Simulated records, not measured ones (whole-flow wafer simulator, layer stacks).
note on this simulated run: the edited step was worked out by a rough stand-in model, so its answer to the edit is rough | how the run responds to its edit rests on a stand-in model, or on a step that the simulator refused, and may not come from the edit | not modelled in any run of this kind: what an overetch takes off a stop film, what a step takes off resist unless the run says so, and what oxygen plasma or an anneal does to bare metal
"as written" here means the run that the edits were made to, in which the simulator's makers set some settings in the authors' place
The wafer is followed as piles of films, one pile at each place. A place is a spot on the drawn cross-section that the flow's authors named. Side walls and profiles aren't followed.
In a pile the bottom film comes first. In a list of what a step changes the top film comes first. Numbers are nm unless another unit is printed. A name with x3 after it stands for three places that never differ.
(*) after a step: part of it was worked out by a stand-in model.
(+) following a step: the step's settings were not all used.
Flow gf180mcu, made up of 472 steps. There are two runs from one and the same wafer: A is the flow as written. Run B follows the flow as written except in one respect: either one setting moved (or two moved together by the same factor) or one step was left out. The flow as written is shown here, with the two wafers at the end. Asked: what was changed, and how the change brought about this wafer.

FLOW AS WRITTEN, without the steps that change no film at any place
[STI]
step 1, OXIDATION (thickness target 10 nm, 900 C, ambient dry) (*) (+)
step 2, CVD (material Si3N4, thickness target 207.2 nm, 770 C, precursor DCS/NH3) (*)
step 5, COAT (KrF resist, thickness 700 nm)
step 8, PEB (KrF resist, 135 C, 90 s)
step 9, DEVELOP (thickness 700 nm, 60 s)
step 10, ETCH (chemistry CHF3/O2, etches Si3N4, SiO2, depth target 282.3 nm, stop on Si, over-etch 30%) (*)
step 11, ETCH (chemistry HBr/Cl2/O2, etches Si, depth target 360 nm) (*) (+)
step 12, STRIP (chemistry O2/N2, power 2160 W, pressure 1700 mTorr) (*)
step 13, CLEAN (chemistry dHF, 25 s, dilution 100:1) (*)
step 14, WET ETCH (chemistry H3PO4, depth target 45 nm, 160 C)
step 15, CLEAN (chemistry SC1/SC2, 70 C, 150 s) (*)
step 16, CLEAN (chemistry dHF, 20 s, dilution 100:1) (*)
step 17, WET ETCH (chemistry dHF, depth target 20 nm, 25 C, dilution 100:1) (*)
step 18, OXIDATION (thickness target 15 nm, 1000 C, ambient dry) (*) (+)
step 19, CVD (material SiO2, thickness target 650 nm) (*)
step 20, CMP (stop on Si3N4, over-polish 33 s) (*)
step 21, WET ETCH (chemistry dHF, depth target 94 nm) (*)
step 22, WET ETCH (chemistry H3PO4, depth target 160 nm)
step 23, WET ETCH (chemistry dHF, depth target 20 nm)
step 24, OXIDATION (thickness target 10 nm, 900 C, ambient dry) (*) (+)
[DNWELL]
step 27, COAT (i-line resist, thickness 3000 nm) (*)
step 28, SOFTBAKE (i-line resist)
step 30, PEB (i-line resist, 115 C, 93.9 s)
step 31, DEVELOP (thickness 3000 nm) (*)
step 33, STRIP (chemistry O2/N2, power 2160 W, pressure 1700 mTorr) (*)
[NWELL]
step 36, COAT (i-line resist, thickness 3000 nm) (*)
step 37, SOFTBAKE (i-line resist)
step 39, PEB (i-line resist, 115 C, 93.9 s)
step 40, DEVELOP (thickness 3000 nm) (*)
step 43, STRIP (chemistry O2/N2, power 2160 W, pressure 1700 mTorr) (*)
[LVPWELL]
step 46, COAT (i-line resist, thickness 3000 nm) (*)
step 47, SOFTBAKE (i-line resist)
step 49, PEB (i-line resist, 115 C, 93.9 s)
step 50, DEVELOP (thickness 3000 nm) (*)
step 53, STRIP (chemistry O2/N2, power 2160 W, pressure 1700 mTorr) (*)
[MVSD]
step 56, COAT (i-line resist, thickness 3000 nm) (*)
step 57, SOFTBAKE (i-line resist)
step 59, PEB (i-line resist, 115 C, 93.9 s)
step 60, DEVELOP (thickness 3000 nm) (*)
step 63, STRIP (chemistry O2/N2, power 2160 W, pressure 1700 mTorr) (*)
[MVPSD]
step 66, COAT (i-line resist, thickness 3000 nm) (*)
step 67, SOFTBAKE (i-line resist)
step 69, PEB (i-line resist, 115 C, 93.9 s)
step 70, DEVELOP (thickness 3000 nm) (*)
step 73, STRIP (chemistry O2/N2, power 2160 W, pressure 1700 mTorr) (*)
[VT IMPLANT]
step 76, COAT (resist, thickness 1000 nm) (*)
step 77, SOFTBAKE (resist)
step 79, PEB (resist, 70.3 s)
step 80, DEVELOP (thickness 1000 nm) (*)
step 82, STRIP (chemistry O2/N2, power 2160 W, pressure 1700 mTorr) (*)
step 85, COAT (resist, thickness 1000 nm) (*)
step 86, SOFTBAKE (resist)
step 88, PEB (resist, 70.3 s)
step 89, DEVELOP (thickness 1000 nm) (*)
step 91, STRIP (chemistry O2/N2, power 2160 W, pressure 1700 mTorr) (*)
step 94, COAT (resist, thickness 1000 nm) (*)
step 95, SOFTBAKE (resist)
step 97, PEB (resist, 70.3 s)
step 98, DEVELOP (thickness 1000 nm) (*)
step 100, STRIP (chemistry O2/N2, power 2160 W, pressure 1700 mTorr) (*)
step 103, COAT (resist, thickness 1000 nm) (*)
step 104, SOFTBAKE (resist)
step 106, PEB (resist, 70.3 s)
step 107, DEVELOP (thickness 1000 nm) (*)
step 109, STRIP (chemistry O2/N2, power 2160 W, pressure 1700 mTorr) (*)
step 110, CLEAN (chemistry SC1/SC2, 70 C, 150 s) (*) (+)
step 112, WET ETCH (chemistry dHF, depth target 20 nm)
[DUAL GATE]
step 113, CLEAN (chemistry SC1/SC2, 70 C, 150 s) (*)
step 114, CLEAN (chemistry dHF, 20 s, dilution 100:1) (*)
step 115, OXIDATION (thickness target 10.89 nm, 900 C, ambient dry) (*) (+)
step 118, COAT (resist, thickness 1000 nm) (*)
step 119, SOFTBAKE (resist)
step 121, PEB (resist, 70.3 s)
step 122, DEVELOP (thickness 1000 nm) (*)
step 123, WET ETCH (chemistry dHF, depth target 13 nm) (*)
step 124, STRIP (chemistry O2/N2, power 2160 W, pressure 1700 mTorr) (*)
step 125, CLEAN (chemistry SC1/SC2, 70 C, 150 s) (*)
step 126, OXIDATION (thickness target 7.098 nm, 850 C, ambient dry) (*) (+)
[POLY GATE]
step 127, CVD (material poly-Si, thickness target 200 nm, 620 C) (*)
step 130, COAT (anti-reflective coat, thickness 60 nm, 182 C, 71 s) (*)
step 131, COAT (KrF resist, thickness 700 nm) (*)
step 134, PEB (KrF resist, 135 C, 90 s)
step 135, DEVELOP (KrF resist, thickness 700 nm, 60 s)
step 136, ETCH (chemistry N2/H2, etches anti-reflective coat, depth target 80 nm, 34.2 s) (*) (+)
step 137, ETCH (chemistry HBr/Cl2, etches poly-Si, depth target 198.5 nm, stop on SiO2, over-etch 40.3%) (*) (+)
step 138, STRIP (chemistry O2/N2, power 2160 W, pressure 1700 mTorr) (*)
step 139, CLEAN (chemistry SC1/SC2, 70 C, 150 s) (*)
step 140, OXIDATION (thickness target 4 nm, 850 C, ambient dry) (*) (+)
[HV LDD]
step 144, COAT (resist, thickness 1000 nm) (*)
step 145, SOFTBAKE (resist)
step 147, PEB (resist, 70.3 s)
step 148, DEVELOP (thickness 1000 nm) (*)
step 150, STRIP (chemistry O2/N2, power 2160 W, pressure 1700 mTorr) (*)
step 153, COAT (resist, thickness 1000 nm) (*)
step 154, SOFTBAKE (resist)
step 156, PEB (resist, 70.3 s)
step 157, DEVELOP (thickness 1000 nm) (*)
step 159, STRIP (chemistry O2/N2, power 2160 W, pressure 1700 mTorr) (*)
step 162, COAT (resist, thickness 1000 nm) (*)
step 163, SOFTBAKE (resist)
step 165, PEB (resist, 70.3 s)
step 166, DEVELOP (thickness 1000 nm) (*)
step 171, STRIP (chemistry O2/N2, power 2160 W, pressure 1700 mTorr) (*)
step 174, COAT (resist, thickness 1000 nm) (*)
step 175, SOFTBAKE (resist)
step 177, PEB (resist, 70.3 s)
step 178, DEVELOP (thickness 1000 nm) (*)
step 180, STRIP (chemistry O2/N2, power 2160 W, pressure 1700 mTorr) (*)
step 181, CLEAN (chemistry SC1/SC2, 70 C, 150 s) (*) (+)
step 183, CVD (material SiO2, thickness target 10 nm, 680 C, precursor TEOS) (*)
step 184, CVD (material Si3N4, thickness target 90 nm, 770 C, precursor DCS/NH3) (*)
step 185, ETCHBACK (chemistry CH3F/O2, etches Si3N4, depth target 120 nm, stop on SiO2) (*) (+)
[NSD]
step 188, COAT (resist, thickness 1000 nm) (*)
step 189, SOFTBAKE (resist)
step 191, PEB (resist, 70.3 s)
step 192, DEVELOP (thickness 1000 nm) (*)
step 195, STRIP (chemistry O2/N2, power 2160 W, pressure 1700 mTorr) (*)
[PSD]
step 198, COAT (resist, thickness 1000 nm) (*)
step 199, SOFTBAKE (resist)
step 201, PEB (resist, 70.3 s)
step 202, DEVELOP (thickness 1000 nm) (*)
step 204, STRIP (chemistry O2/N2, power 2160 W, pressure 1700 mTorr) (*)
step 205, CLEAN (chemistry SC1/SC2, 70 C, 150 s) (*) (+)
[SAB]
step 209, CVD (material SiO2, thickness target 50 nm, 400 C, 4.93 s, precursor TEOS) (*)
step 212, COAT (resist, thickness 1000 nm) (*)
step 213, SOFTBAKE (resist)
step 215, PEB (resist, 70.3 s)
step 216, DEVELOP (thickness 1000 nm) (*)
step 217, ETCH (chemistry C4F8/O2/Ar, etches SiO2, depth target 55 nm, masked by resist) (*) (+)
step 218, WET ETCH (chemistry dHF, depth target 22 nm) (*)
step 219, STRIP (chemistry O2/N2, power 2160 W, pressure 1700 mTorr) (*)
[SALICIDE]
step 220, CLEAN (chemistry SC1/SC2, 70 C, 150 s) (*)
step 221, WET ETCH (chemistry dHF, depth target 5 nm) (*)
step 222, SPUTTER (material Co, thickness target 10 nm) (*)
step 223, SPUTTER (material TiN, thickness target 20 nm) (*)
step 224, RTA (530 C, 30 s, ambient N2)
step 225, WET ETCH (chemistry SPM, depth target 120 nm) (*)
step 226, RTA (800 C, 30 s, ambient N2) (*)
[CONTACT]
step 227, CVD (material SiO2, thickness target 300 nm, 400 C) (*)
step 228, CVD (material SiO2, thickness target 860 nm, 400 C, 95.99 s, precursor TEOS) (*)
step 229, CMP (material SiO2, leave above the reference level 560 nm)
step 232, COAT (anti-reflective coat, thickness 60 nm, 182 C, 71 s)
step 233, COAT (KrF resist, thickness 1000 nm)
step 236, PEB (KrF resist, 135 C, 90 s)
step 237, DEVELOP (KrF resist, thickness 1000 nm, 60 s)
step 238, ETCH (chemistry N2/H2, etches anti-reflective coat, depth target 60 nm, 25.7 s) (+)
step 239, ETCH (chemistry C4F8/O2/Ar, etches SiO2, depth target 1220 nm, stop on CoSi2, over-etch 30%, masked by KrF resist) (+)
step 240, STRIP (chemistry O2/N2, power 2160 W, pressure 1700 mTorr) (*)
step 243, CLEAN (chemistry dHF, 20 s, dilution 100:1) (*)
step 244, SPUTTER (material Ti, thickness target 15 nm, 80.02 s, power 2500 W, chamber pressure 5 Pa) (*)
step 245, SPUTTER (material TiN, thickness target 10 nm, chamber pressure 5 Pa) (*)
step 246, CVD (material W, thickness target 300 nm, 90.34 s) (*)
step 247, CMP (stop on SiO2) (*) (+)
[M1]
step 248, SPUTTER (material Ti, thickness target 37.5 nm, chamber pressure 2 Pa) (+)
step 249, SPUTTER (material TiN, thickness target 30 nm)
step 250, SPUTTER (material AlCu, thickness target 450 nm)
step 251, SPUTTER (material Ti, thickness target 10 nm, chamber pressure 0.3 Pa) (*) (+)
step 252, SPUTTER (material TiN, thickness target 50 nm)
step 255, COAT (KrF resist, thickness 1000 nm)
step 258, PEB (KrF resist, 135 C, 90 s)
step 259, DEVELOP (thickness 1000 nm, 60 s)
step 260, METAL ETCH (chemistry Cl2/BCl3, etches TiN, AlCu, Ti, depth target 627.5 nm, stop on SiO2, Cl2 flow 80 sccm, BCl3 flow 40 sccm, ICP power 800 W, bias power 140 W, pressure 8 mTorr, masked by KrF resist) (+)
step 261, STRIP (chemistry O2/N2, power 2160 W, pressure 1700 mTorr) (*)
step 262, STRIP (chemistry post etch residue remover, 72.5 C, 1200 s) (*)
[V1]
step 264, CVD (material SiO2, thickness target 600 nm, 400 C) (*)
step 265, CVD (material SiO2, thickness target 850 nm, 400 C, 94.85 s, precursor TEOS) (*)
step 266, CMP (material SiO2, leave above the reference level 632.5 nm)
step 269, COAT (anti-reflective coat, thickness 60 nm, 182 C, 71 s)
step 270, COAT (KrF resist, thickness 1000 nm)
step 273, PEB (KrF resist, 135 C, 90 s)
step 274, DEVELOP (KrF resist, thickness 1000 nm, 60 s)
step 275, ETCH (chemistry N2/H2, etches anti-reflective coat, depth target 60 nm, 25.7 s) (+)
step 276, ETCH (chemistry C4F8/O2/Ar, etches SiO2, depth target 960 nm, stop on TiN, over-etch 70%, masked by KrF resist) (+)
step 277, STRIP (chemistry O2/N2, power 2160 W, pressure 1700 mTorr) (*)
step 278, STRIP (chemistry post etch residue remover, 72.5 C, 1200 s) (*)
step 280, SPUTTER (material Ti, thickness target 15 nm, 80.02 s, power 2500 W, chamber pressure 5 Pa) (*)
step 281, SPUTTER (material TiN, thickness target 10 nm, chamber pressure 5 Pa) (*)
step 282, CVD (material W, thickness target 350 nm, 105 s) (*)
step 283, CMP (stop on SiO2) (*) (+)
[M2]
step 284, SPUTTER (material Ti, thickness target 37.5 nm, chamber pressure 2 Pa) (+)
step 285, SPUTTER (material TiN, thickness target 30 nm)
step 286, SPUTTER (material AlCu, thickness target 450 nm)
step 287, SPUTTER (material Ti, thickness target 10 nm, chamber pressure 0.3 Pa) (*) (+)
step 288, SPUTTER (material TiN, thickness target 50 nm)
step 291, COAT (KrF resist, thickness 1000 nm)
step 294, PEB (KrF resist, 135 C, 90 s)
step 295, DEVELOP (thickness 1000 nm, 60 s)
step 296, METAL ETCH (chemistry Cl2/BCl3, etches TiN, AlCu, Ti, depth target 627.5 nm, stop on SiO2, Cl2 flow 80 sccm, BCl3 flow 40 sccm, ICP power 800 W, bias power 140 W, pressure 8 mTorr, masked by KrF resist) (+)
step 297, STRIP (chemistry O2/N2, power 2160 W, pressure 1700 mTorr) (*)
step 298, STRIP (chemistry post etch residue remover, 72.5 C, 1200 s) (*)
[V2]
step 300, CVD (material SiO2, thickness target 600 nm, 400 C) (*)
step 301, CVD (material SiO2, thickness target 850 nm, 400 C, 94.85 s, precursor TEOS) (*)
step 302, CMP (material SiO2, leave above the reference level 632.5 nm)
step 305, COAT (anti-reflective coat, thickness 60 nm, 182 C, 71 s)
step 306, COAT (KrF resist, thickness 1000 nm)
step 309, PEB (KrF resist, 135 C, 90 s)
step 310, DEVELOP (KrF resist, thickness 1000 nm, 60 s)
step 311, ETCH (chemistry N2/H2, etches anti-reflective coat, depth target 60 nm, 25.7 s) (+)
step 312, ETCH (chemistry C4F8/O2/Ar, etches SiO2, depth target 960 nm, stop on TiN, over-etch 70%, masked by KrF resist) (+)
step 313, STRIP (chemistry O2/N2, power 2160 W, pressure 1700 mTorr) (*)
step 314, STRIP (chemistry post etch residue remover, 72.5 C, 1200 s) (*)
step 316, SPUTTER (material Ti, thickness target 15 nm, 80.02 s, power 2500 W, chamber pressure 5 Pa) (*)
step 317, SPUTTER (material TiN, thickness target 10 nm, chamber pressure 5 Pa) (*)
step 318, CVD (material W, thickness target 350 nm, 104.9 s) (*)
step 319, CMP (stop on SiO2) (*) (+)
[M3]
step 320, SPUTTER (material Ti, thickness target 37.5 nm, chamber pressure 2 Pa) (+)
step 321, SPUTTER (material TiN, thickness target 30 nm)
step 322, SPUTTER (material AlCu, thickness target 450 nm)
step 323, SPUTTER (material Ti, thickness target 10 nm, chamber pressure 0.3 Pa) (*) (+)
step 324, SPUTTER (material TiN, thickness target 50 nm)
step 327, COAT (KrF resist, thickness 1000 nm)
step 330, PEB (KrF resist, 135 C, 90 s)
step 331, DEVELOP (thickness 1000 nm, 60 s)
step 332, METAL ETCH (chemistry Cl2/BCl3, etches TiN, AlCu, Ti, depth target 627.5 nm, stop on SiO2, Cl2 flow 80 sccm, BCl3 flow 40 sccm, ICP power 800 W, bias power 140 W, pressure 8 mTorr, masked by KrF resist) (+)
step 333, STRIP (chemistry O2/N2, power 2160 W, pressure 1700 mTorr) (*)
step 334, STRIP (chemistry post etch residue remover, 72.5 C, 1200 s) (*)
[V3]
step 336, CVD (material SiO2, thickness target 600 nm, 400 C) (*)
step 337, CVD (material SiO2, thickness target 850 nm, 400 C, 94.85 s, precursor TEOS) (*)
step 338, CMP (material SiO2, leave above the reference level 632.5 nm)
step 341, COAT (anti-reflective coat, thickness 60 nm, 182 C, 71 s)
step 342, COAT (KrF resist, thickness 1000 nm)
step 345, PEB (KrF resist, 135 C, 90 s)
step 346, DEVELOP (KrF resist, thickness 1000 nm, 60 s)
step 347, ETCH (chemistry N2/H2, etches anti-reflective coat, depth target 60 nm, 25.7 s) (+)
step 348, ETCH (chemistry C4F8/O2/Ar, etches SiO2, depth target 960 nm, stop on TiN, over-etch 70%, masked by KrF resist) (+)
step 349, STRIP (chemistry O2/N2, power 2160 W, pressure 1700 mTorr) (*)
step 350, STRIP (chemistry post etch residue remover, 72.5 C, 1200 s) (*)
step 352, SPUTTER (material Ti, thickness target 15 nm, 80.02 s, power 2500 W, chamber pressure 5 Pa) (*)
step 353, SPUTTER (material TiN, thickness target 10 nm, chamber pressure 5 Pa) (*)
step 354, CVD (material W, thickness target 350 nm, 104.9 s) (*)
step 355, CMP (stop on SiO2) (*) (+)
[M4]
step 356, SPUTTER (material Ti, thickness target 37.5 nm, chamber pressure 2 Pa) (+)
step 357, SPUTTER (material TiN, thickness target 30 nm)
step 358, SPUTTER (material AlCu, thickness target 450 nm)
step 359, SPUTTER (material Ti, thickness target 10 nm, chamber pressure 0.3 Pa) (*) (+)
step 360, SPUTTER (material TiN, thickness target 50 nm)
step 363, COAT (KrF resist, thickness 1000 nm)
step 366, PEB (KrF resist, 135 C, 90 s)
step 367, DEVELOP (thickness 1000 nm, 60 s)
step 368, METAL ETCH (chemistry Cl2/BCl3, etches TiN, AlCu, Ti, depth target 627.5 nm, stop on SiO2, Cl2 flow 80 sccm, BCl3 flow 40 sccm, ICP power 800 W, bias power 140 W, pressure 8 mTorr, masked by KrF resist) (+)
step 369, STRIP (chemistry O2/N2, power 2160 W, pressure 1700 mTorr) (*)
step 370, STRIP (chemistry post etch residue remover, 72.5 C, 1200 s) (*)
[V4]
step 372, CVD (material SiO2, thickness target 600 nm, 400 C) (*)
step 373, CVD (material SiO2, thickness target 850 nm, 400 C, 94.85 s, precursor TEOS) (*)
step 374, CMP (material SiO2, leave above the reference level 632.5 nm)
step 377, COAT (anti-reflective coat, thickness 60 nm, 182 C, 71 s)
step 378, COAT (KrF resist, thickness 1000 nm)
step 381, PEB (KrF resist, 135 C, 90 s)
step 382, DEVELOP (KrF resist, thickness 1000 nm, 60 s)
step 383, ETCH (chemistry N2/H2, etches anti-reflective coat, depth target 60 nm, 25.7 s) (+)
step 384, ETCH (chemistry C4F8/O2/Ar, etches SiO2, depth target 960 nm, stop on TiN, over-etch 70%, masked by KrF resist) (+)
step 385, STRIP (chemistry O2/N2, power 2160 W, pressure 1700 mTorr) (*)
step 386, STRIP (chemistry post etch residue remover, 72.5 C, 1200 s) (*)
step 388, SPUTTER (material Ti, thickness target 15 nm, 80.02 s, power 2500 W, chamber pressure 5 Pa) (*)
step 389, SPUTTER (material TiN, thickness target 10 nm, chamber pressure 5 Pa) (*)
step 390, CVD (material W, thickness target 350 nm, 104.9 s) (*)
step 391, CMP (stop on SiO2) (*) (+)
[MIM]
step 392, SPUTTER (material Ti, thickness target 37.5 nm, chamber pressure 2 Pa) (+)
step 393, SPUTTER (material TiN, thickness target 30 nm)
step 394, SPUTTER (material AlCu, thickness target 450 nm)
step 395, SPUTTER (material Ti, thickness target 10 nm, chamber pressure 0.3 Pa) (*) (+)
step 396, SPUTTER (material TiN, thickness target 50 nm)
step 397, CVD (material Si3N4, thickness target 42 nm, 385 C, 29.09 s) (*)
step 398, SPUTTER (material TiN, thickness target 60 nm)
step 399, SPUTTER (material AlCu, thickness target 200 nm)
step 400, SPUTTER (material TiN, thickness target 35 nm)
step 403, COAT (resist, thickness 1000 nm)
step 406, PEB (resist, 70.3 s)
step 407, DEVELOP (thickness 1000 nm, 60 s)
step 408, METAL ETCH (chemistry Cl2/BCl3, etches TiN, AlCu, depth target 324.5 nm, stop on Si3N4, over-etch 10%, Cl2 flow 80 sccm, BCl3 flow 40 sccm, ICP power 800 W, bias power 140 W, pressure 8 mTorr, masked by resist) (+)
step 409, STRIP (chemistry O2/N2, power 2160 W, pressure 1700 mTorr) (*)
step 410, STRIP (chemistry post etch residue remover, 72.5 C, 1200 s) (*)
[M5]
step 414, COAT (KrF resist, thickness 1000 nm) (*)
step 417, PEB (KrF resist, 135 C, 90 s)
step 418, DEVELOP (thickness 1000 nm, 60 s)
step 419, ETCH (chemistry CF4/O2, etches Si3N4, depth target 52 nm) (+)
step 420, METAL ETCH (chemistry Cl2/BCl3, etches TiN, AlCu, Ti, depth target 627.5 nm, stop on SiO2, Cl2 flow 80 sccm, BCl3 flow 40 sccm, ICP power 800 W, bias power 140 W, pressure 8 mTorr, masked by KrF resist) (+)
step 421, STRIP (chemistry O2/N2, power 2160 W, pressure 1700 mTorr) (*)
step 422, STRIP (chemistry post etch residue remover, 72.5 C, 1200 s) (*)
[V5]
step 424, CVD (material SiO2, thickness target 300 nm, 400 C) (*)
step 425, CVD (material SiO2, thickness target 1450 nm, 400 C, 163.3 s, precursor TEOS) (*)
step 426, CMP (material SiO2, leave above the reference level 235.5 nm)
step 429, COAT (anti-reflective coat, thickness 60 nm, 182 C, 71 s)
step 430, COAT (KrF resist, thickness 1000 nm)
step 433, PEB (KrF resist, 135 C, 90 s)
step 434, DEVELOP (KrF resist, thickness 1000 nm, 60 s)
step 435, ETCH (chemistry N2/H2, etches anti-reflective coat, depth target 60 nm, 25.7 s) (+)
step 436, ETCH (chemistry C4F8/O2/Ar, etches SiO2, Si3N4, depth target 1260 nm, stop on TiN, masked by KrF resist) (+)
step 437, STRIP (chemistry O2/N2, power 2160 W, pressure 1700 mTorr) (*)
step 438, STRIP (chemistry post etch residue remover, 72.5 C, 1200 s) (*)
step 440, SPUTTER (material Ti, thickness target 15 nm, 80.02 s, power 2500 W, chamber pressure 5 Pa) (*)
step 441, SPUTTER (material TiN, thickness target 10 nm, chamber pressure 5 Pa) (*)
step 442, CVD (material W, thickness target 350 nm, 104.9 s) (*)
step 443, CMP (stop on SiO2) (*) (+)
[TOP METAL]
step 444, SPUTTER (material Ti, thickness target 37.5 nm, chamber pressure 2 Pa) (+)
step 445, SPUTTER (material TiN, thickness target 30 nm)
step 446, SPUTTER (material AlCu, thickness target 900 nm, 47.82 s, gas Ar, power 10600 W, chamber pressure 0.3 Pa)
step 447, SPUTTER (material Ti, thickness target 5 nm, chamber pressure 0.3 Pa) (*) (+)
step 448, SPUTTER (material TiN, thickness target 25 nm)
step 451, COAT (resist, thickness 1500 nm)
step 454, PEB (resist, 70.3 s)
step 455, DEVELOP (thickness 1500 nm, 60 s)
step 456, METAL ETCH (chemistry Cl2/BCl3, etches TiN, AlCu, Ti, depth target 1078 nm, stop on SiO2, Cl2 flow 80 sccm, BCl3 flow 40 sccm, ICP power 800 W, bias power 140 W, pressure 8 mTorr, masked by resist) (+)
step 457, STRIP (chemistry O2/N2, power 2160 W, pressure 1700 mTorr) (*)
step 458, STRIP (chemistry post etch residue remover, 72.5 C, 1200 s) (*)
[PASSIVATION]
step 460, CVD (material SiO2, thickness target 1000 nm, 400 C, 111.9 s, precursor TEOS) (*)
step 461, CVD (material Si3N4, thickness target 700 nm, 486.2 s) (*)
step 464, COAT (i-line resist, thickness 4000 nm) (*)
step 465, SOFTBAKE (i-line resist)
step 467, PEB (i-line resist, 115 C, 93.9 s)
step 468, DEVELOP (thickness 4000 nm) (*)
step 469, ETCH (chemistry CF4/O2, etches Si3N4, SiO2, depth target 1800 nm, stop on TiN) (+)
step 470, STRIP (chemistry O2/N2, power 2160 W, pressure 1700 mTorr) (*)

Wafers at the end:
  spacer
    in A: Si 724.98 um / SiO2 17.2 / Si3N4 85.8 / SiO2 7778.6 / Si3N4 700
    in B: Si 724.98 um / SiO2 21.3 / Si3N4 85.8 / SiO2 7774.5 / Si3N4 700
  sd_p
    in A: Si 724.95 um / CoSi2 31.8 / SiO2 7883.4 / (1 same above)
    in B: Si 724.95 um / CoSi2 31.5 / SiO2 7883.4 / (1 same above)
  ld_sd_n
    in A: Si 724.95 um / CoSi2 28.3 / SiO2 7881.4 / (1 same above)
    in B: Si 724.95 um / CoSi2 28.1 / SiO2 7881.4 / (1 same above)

Cause: step 183, CVD: thickness target 14.1 nm was run, whereas the flow has thickness target 10 nm.

How this came from the change, step by step:
  step 183, CVD (material SiO2, thickness target 10 nm, 680 C, precursor TEOS) (*)
      field, field__w1, field__w2 and 99 more: A SiO2 gains 10 | B SiO2 gains 14.1
      ld_drift_p: A SiO2 gains 9.87 | B SiO2 gains 13.9
      (and at 1 other place as well)
  step 189, SOFTBAKE (resist)
      field__w9: A resist gains 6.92 | B resist loses 3.09
      field_sub__w1: A resist gains 7.47 | B resist gains 9.73
  step 199, SOFTBAKE (resist)
      field__w9: A resist gains 6.92 | B resist loses 3.09
      field_sub__w1: A resist gains 7.47 | B resist gains 9.73
  step 218, WET ETCH (chemistry dHF, depth target 22 nm) (*)
      gate, gate_hv, gate_p and 23 more: A SiO2 loses 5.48 (all of it) | B SiO2 loses 9.58 (all of it)
      field, field__w10, sti and 14 more: A SiO2 loses 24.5 | B SiO2 loses 25.1
      (and at 54 other places as well)
